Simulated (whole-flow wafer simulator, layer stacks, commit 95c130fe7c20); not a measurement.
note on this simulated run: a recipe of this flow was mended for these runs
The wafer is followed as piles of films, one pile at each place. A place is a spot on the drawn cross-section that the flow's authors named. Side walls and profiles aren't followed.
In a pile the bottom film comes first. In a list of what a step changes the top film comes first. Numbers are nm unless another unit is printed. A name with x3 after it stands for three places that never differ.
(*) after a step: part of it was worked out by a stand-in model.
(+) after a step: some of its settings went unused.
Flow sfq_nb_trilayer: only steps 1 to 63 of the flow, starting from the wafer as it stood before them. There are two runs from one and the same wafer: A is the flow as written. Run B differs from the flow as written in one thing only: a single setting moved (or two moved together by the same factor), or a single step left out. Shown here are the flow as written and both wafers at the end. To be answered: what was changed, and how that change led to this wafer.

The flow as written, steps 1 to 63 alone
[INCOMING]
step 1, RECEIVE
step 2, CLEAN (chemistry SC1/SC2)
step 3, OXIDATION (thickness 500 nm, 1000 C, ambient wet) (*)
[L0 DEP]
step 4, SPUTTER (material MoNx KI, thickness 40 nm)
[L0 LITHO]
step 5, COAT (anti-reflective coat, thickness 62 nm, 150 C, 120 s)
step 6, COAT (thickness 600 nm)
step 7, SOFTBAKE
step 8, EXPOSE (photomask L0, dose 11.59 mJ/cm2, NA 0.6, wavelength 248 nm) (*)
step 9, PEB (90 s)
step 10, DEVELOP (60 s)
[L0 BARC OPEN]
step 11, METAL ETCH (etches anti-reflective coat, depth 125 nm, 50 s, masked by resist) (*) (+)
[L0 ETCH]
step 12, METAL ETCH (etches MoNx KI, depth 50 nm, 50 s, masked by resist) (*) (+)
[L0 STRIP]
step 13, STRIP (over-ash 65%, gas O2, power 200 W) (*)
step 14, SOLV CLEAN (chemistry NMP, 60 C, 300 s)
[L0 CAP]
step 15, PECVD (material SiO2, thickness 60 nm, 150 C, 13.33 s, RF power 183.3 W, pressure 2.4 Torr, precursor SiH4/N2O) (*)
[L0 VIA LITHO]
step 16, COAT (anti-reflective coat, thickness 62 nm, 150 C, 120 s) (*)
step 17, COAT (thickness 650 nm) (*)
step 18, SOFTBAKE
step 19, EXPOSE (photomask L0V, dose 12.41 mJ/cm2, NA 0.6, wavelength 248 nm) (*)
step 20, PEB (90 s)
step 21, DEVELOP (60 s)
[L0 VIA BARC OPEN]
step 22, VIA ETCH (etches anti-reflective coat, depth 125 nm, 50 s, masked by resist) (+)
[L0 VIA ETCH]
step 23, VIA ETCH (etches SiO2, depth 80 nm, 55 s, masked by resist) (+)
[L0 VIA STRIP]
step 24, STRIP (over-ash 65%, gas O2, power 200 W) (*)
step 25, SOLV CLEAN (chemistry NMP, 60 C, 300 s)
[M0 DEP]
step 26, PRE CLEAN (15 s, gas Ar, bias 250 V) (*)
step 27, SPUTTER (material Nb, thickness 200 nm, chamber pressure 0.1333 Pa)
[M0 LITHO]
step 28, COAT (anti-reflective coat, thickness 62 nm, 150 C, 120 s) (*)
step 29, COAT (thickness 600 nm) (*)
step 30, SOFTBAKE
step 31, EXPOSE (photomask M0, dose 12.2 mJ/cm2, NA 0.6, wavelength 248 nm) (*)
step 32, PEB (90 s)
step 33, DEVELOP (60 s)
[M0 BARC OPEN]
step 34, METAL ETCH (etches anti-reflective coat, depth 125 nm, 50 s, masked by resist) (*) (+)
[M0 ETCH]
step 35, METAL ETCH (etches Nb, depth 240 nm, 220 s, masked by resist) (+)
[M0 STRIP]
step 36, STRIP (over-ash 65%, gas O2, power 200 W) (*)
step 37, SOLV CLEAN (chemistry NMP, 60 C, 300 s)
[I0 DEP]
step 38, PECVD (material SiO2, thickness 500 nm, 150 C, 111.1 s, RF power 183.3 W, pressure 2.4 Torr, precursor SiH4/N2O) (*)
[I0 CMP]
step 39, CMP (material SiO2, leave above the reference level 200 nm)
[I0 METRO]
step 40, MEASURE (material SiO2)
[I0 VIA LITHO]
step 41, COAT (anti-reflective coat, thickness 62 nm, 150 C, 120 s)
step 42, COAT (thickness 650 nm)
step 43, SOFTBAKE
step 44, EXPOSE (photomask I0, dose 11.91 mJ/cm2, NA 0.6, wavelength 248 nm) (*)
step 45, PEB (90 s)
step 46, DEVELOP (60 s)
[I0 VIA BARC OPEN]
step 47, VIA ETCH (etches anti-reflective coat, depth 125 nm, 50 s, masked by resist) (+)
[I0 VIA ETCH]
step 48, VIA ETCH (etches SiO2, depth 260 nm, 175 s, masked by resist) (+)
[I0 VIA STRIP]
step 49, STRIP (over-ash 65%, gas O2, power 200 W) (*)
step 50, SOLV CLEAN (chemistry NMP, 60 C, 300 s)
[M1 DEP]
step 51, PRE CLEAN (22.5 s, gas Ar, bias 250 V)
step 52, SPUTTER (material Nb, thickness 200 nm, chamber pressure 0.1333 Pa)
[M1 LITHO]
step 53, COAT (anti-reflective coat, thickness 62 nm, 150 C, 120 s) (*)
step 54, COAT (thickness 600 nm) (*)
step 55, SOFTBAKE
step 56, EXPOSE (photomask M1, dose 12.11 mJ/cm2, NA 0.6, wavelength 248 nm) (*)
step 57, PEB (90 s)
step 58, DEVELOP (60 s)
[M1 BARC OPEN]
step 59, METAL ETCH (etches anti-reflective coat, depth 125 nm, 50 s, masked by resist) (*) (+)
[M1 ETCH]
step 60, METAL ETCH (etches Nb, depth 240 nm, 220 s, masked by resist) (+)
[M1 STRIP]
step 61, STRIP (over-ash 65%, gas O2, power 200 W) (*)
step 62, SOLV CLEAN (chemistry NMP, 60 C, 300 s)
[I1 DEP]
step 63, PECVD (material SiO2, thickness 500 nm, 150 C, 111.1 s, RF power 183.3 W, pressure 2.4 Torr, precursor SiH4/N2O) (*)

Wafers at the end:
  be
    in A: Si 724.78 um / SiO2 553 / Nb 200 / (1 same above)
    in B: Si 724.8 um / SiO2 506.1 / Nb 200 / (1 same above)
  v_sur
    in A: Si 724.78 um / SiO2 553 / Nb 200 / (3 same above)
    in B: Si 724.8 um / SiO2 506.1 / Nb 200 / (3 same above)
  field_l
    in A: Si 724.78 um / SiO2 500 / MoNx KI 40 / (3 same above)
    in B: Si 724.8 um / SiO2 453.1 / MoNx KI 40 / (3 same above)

Cause: step 3, OXIDATION: thickness 453.1 nm was run, while the flow as written has thickness 500 nm.
The wafer lets one read it off: field_l has SiO2 453.1, and step 3 as written asks for 500 nm.

Step by step, how the change led to this:
  step 3, OXIDATION (thickness 500 nm, 1000 C, ambient wet) (*)
      field_l, v_sur, via_wl and 103 more: A SiO2 gains 500 (new film), chemical SiO2 loses 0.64 (all of it), Si loses 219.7 | B SiO2 gains 453.1 (new film), chemical SiO2 loses 0.64 (all of it), Si loses 199.1
